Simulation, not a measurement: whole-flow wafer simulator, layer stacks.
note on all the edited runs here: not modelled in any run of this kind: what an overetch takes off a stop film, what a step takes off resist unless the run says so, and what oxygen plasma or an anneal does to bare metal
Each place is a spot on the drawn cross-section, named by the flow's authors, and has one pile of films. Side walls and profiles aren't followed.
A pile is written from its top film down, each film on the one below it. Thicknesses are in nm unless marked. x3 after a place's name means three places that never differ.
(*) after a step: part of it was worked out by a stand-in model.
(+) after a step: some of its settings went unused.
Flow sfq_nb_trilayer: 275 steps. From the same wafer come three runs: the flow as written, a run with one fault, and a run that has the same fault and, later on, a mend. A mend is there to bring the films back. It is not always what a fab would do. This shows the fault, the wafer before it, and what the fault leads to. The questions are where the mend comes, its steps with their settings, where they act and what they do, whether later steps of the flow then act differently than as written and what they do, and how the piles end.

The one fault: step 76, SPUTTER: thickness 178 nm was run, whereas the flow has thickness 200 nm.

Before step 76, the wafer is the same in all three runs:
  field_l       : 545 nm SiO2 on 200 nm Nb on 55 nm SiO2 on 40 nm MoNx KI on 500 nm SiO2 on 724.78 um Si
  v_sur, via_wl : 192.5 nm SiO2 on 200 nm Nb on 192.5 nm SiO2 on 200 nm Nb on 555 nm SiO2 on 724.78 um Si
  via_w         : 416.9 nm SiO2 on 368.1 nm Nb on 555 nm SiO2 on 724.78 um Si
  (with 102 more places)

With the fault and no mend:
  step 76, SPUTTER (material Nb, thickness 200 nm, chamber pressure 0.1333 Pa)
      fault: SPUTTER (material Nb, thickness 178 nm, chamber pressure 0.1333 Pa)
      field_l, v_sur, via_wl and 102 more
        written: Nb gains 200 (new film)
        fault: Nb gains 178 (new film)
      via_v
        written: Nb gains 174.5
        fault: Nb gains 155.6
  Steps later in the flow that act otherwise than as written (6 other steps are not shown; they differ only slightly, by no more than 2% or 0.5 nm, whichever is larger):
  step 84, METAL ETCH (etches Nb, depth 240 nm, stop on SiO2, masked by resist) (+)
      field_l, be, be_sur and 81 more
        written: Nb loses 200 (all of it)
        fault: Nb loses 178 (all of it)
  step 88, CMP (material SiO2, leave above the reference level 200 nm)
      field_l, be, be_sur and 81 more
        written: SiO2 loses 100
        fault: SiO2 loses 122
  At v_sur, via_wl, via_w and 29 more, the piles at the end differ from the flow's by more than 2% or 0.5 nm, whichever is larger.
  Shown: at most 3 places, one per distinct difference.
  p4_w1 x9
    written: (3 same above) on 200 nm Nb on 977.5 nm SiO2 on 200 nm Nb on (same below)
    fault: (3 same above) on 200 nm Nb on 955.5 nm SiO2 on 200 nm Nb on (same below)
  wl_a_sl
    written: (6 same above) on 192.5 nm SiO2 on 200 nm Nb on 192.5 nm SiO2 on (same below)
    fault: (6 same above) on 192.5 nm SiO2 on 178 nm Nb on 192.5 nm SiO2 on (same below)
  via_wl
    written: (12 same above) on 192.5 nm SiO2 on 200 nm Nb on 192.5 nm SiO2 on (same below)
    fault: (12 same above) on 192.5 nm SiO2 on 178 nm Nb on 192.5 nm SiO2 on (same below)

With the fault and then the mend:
  After step 82 comes the mend.
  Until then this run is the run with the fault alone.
  step 82a, STRIP (over-ash 65%, gas O2, power 200 W) (*)
      p4_fl x3, p4_w1 x9, p4_g1 x2 and 48 more
        anti-reflective coat loses 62 (all of it)
      wl_j_sl, wl_jj, wl_j_sr and 12 more
        KrF resist loses 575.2 (all of it), anti-reflective coat loses 62 (all of it)
      moat, field_r, lsp_l and 6 more
        anti-reflective coat loses 61.8 (all of it)
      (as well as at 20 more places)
  step 82b, SPUTTER (material Nb, thickness 22 nm, chamber pressure 0.1333 Pa) (the flow's step 76, run once more with other settings)
      field_l, v_sur, via_wl and 102 more
        Nb gains 22
      via_v
        Nb gains 17
  step 82c, COAT (anti-reflective coat, thickness 62 nm) (*) (the flow's step 77, run once more)
      p4_fl x3, p4_w1 x9, p4_g1 x2 and 63 more
        anti-reflective coat gains 62 (new film)
      moat, field_r, lsp_l and 6 more
        anti-reflective coat gains 61.8 (new film)
      be_r, r_sur, res, r_end
        anti-reflective coat gains 61.7 (new film)
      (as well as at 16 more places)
  step 82d, COAT (KrF resist, thickness 600 nm) (*) (the flow's step 78, run once more)
      p4_fl x3, p4_w1 x9, p4_g1 x2 and 63 more
        KrF resist gains 600 (new film)
      moat, field_r, lsp_l, ln_m5, l0v
        KrF resist gains 599.5 (new film)
      lsp_m, ln_m6, lsp_r, l0_sur
        KrF resist gains 599.6 (new film)
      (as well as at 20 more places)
  step 82e, SOFTBAKE (KrF resist) (the flow's step 79, run once more)
      does not change any film at any place that is followed
  step 82f, EXPOSE (photomask M2, dose 12.11 mJ/cm2, NA 0.6, wavelength 248 nm) (*) (the flow's step 80, run once more)
      does not change any film at any place that is followed
  step 82g, PEB (KrF resist, 90 s) (the flow's step 81, run once more)
      field_l, v_sur, via_wl and 97 more
        KrF resist loses 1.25
      via_w, via_wr, via_sp, wire, be
        KrF resist loses 1.24
      via_v
        KrF resist loses 1.59
  step 82h, DEVELOP (KrF resist, thickness 600 nm, 60 s) (the flow's step 82, run once more)
      p4_fl x3, p4_w1 x9, p4_g1 x2 and 48 more
        KrF resist loses 598.7 (all of it)
      v_sur, via_wl, via_w and 19 more
        KrF resist loses 23.5
      lsp_l, ln_m5, lsp_m, ln_m6, lsp_r, l0_sur, l0v
        KrF resist loses 598.3 (all of it)
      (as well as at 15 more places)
  None of the later steps of the flow differs from how it acts as written, at any place that is followed, by more than 2% or 0.5 nm, whichever is larger.
  When the end is reached, the piles differ only a little from the flow's at the places that both follow, at most by 2% or 0.5 nm, whichever is larger.
